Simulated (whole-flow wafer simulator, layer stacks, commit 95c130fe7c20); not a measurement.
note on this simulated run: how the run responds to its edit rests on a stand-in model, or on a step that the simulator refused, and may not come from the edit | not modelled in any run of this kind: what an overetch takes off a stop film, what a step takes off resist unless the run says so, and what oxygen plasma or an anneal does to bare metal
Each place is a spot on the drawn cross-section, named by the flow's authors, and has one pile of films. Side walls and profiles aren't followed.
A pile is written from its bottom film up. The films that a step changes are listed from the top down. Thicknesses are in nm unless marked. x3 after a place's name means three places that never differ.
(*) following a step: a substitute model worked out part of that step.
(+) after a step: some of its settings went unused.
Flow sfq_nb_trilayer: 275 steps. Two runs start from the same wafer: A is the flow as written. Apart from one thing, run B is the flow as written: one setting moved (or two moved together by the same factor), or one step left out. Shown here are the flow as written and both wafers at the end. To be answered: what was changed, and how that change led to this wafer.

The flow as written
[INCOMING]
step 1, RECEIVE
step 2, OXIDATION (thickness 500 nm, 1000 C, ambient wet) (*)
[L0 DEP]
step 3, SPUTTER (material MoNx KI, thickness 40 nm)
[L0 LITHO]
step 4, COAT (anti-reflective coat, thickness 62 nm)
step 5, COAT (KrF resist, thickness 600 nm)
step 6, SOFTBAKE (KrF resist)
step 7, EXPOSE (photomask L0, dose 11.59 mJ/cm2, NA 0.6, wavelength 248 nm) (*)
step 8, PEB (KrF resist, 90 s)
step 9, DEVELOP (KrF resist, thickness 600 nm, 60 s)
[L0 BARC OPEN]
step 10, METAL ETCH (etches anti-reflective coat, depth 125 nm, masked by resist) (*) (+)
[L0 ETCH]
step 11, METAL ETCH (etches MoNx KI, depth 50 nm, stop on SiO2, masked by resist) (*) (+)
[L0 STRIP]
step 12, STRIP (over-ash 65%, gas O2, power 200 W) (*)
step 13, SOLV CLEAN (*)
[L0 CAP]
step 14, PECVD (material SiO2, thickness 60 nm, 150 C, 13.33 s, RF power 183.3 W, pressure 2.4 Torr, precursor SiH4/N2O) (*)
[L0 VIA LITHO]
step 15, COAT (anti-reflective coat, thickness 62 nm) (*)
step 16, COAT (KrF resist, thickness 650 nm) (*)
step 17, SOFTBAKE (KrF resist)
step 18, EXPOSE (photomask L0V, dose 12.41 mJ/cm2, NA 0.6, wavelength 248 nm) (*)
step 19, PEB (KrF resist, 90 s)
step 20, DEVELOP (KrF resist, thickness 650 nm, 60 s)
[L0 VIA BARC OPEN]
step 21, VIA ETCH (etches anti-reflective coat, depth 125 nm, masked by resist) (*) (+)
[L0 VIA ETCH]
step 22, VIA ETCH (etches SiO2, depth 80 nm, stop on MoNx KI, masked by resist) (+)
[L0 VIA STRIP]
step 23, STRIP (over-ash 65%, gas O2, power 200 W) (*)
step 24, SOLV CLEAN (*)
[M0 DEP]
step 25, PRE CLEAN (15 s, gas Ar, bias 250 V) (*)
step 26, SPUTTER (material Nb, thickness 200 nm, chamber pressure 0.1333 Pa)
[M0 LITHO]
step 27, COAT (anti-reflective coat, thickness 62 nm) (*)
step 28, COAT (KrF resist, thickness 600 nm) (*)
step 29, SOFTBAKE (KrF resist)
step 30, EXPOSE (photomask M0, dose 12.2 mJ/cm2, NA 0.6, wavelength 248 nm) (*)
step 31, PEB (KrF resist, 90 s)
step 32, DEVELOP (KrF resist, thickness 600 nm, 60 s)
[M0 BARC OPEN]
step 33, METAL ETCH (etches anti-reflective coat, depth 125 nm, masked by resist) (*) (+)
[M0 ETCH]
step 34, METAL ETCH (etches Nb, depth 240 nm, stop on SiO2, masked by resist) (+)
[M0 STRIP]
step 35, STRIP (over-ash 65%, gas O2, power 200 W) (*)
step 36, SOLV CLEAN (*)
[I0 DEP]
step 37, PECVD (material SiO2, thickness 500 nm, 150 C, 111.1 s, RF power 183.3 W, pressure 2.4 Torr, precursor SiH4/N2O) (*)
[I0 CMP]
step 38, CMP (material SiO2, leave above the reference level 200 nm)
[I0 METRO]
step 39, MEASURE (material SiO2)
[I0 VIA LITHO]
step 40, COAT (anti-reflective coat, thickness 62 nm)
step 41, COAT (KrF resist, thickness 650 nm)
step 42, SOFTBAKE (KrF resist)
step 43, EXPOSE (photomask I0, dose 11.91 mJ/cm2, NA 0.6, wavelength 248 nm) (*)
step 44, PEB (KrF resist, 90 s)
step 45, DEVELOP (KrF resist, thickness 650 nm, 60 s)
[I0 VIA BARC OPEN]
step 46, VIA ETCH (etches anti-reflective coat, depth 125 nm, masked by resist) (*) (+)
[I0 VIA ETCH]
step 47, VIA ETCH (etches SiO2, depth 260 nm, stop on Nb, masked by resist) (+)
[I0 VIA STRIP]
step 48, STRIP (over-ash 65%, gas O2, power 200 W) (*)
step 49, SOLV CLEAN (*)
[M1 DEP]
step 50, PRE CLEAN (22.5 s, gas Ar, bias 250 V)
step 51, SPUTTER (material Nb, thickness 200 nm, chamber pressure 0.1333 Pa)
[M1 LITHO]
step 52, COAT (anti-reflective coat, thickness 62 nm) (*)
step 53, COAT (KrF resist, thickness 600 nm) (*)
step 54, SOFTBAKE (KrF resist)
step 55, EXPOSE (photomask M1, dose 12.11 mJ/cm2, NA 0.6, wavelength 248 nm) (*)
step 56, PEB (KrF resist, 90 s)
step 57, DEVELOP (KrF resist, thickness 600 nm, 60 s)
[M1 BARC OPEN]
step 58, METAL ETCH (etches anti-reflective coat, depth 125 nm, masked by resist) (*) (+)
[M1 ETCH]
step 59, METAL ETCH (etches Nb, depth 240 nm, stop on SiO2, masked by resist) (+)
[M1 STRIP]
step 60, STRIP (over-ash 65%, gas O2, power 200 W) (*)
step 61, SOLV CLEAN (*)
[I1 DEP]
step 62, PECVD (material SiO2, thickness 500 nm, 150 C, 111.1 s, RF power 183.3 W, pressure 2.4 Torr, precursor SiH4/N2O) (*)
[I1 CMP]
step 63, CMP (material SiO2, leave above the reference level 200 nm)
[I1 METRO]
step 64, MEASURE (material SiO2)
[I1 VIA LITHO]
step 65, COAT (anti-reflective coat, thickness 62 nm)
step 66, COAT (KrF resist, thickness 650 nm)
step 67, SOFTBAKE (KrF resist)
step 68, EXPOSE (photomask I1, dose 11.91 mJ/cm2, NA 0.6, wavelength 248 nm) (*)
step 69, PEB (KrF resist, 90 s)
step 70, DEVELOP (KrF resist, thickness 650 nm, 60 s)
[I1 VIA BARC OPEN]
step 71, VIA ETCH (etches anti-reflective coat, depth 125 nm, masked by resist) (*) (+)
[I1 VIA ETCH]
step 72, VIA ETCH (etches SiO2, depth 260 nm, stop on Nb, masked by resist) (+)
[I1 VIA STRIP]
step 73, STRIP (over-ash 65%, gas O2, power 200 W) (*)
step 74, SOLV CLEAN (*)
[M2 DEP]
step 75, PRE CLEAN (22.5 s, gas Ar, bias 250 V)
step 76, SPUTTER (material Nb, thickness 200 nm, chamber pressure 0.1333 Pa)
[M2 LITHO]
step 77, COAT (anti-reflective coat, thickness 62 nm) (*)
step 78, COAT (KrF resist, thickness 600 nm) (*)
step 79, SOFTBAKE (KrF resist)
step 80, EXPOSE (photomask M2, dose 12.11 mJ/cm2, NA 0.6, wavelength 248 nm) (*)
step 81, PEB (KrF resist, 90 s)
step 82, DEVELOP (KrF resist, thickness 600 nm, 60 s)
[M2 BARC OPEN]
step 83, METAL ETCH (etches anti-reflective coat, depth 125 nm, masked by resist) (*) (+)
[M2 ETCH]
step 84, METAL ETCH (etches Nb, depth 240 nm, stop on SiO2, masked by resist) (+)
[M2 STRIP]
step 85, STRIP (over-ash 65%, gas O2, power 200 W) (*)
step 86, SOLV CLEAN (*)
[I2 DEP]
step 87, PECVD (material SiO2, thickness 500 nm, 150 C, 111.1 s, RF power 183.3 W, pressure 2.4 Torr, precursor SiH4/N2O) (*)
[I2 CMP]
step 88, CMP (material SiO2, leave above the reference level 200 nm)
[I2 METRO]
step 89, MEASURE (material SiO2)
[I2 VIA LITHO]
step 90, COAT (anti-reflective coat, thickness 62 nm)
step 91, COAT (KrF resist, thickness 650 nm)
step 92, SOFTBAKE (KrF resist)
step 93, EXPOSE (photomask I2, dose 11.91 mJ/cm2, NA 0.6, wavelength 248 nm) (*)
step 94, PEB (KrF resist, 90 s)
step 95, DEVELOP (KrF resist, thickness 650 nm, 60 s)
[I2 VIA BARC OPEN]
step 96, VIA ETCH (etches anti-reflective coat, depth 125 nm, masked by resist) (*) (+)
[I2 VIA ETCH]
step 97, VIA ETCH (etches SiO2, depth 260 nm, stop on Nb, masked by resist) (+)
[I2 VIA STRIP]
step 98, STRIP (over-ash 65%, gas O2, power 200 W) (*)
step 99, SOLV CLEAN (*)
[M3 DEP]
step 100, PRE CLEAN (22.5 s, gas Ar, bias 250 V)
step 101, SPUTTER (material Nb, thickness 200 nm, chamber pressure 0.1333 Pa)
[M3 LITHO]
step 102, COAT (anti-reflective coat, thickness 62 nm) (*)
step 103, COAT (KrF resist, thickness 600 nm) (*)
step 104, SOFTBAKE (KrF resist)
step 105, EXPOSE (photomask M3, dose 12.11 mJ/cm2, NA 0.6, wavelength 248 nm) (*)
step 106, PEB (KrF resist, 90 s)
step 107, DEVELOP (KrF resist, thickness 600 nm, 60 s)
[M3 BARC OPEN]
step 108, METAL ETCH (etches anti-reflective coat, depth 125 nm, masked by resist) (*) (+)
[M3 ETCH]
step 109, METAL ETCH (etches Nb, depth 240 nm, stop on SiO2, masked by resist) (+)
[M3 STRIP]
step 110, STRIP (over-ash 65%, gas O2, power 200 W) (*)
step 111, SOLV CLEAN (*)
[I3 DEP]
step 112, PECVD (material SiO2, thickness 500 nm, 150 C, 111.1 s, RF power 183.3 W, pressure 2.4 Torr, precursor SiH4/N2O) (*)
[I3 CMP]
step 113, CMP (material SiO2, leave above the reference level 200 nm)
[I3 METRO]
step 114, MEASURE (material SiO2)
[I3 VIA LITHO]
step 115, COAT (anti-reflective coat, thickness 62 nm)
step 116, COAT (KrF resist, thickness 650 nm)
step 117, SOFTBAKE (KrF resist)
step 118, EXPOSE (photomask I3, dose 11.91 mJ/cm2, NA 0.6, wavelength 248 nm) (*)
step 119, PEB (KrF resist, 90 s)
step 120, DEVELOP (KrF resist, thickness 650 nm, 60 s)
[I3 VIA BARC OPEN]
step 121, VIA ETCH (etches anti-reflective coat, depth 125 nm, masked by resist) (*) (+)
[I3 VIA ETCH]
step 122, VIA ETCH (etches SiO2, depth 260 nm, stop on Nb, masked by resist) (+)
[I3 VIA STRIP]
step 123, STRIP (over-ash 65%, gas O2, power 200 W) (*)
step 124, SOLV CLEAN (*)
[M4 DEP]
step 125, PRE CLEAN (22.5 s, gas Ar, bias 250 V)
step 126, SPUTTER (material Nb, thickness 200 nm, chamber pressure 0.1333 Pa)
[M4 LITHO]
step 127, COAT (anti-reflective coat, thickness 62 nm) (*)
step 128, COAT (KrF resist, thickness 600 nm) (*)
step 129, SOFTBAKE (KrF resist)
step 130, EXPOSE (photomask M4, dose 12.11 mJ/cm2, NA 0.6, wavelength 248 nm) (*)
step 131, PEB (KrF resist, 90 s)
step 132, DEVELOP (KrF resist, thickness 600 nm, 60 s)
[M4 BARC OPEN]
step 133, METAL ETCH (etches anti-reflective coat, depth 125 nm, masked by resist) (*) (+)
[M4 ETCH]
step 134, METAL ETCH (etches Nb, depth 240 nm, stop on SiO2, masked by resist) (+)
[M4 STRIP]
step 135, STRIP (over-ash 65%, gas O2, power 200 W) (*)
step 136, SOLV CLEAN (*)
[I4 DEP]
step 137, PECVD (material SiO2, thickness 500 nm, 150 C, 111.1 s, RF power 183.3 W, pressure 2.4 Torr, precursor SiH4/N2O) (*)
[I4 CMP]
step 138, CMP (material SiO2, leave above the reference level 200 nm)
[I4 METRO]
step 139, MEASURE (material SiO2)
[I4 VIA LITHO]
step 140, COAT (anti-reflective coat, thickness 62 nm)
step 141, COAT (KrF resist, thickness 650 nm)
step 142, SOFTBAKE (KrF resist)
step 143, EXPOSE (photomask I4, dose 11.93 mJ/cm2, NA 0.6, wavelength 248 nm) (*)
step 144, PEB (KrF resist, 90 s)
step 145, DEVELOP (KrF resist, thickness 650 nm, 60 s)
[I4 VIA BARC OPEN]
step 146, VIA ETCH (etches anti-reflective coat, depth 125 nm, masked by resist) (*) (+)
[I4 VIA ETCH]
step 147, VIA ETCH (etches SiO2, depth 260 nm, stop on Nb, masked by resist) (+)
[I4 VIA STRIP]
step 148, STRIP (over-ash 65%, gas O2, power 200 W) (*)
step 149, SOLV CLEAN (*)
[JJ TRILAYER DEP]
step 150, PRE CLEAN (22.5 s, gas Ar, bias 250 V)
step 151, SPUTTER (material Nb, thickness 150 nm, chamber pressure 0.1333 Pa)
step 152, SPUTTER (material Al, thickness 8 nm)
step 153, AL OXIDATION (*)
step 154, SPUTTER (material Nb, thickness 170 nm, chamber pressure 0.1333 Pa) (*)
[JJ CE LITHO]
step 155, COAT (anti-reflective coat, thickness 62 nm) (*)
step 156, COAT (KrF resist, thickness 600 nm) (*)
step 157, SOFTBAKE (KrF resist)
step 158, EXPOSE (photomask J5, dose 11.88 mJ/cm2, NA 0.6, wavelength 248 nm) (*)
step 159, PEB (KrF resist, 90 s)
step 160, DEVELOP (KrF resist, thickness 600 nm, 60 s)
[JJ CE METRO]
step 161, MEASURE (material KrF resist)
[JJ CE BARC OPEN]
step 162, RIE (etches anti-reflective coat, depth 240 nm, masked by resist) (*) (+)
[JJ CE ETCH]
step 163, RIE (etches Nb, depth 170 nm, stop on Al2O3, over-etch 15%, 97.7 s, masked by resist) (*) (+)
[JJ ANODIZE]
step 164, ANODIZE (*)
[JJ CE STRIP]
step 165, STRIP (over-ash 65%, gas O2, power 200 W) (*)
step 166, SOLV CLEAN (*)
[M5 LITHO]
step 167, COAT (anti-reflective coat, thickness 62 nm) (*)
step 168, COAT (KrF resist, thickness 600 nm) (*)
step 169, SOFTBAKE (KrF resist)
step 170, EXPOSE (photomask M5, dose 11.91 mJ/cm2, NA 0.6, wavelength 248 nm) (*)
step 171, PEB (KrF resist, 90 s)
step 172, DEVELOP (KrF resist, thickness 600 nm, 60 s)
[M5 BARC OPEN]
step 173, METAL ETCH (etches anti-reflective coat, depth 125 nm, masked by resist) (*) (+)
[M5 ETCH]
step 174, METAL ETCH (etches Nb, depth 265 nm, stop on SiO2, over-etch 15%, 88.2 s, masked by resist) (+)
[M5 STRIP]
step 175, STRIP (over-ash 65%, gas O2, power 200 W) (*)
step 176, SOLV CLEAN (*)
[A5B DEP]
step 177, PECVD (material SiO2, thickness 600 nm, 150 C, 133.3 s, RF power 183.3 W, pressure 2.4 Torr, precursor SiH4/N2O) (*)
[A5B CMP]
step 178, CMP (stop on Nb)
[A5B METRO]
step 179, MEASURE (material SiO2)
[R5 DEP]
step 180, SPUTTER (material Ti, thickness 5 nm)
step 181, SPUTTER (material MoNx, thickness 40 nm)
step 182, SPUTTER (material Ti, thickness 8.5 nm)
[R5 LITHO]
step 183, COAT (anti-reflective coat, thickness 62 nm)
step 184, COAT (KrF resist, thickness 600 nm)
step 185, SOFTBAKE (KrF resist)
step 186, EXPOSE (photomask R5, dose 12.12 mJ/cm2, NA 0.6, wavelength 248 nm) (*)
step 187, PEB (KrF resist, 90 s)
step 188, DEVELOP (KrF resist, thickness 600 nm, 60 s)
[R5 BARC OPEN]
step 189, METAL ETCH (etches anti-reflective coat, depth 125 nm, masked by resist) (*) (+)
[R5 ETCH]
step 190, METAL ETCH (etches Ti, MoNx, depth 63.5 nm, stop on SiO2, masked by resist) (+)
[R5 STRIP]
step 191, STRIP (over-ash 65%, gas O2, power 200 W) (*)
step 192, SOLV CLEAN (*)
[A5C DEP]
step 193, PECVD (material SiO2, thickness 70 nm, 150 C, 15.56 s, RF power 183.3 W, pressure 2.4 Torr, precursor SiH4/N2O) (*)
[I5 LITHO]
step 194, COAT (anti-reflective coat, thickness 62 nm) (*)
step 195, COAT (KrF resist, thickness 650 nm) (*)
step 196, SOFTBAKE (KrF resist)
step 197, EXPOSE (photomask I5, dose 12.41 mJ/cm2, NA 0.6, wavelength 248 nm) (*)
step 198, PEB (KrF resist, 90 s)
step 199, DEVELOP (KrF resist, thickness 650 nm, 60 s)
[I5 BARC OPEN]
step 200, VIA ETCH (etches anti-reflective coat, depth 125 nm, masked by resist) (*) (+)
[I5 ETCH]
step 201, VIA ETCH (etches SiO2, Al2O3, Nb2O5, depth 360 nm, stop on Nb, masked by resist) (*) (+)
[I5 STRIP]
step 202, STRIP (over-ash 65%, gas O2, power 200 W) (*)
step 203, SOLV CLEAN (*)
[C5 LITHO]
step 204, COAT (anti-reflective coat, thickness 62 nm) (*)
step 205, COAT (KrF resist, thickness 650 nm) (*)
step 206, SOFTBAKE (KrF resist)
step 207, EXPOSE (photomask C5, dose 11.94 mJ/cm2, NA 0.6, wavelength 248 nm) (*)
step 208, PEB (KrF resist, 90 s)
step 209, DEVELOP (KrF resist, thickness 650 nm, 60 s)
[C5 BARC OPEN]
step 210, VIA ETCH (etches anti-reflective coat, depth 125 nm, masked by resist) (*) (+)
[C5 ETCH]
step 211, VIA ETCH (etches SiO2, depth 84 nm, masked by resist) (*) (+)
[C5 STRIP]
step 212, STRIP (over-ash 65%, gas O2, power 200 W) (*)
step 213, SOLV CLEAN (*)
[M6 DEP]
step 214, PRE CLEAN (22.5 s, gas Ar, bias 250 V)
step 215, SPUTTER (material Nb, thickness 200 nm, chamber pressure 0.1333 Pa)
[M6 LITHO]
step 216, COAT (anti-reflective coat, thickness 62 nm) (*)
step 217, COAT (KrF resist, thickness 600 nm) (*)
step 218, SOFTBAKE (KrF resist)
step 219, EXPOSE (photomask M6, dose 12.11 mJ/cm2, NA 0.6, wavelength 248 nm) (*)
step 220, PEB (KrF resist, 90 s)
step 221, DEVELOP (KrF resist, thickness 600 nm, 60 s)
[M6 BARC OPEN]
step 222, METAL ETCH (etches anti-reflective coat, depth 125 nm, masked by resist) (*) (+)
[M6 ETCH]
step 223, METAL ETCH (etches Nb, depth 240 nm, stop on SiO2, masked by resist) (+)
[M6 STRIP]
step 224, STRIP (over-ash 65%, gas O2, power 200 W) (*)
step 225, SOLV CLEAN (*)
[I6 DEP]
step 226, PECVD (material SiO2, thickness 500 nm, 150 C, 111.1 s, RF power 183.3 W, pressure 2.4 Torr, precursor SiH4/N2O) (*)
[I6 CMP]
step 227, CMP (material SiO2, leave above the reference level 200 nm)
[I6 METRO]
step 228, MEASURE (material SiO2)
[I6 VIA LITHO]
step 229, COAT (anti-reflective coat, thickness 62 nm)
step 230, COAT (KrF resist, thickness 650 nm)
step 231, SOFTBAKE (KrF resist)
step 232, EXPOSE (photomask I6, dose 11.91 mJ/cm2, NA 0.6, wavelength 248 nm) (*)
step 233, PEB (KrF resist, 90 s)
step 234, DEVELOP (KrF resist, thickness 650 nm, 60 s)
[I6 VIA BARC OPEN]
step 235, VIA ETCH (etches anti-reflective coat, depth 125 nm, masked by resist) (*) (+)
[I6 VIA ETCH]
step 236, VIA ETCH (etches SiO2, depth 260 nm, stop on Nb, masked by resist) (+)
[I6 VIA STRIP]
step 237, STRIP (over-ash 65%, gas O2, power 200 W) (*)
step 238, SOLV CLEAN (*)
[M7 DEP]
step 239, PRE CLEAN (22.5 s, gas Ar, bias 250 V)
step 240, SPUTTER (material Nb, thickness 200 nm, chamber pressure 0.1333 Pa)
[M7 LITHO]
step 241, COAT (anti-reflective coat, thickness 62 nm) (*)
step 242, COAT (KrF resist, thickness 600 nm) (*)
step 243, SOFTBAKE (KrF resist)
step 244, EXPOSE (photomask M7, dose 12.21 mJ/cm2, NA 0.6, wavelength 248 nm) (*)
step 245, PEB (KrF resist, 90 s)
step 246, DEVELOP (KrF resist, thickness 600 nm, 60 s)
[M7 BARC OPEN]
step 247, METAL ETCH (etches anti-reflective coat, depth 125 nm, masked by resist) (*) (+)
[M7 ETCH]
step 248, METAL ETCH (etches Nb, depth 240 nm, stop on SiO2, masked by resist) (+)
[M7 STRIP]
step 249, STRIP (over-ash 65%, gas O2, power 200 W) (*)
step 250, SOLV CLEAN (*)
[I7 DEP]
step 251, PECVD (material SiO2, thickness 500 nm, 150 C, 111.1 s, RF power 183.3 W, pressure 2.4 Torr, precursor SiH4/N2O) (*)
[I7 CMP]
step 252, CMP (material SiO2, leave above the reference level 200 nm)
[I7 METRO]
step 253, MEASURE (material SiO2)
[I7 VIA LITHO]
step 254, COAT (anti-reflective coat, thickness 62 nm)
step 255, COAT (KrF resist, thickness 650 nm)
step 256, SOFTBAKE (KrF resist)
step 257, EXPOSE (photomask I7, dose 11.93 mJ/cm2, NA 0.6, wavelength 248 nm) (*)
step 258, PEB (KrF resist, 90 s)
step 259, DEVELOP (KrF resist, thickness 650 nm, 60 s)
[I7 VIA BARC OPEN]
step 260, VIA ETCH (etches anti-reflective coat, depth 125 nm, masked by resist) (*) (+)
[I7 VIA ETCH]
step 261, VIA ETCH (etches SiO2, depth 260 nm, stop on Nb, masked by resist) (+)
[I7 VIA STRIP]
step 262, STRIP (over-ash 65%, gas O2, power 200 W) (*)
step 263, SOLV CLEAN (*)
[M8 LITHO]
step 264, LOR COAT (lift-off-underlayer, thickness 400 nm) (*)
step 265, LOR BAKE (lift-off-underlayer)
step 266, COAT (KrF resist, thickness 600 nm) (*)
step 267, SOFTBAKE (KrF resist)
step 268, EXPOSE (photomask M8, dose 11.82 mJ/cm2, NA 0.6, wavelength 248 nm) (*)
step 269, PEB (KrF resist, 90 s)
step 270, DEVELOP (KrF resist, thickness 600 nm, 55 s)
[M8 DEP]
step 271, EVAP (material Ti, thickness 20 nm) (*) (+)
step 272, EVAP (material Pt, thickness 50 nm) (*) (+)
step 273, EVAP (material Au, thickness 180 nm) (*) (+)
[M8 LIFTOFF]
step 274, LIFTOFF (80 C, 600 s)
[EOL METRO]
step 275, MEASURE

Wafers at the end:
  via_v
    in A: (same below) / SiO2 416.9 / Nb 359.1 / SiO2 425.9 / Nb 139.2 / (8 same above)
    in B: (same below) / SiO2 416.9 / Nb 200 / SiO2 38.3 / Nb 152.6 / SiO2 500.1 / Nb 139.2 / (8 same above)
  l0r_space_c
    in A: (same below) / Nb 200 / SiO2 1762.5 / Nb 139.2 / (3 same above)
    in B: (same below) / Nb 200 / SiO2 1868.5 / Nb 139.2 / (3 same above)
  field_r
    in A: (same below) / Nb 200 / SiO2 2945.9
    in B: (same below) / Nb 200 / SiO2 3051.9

The reason: step 113, CMP: leave above the reference level 306 nm was run, whereas the flow has leave above the reference level 200 nm.

How this came from the change, step by step:
  step 113, CMP (material SiO2, leave above the reference level 200 nm)
      field_l, be, be_sur and 64 more: A -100 SiO2 | B nothing
      v_sur, via_wl, via_wr and 27 more: A -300 SiO2 | B -194 SiO2
      (also at 9 further places)
  step 115, COAT (anti-reflective coat, thickness 62 nm)
      m5r_linepad_l, m5r_linepad_r, r5r_spacepad_l, r5r_spacepad_r: A +62 anti-reflective coat (new film) | B +64.5 anti-reflective coat (new film)
      m8r_pad_l, m8r_pad_r: A +62 anti-reflective coat (new film) | B +63.7 anti-reflective coat (new film)
      (also at 2 further places)
  step 122, VIA ETCH (etches SiO2, depth 260 nm, stop on Nb, masked by resist) (+)
      via_v: A -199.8 SiO2 (all of it) | B -260 SiO2
  step 123, STRIP (over-ash 65%, gas O2, power 200 W) (*)
      m5r_linepad_l, m5r_linepad_r: A -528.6 KrF resist (all of it), -62 anti-reflective coat (all of it) | B -527.9 KrF resist (all of it), -64.5 anti-reflective coat (all of it)
      r5r_spacepad_l, r5r_spacepad_r: A -528.6 KrF resist (all of it), -62 anti-reflective coat (all of it) | B -528.1 KrF resist (all of it), -64.5 anti-reflective coat (all of it)
      (also at 4 further places)
  step 125, PRE CLEAN (22.5 s, gas Ar, bias 250 V)
      via_v: A -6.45 Nb | B -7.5 SiO2
  step 126, SPUTTER (material Nb, thickness 200 nm, chamber pressure 0.1333 Pa)
      via_v: A +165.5 Nb | B +152.6 Nb (new film)
  step 127, COAT (anti-reflective coat, thickness 62 nm) (*)
      m5r_linepad_l, m5r_linepad_r: A +62 anti-reflective coat (new film) | B +64.2 anti-reflective coat (new film)
      r5r_spacepad_l, r5r_spacepad_r: A +62 anti-reflective coat (new film) | B +64.3 anti-reflective coat (new film)
      (also at 6 further places)
  step 128, COAT (KrF resist, thickness 600 nm) (*)
      via_v: A +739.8 KrF resist (new film) | B +795.8 KrF resist (new film)
  step 133, METAL ETCH (etches anti-reflective coat, depth 125 nm, masked by resist) (*) (+)
      m5r_linepad_l, m5r_linepad_r: A -62 anti-reflective coat (all of it) | B -64.2 anti-reflective coat (all of it)
      r5r_spacepad_l, r5r_spacepad_r: A -62 anti-reflective coat (all of it) | B -64.3 anti-reflective coat (all of it)
      (also at 2 further places)
  step 135, STRIP (over-ash 65%, gas O2, power 200 W) (*)
      v_sur: A -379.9 KrF resist (all of it), -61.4 anti-reflective coat (all of it) | B -377.1 KrF resist (all of it), -59.4 anti-reflective coat (all of it)
      via_sp: A -373.9 KrF resist (all of it), -53 anti-reflective coat (all of it) | B -367.9 KrF resist (all of it), -49.7 anti-reflective coat (all of it)
      (also at 2 further places)
  step 137, PECVD (material SiO2, thickness 500 nm, 150 C, 111.1 s, RF power 183.3 W, pressure 2.4 Torr, precursor SiH4/N2O) (*)
      via_v: A +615 SiO2 (new film) | B +664.6 SiO2 (new film)
  step 138, CMP (material SiO2, leave above the reference level 200 nm)
      field_l, be, be_sur and 55 more: A -100 SiO2 | B -94 SiO2
      lsp_r, l0_sur, l0v: A -91.9 SiO2 | B -85.9 SiO2
      (also at 1 further place)
With metal films that touch counted as one body, via_v has 7 bodies (between them, from the top down: SiO2 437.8; SiO2 209 / Al2O3 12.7 / Nb2O5 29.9; SiO2 500.1; SiO2 38.3; SiO2 416.9; SiO2 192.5); the flow as written gives 6 bodies (between them, from the top down: SiO2 437.8; SiO2 209 / Al2O3 12.7 / Nb2O5 29.9; SiO2 425.9; SiO2 416.9; SiO2 192.5).
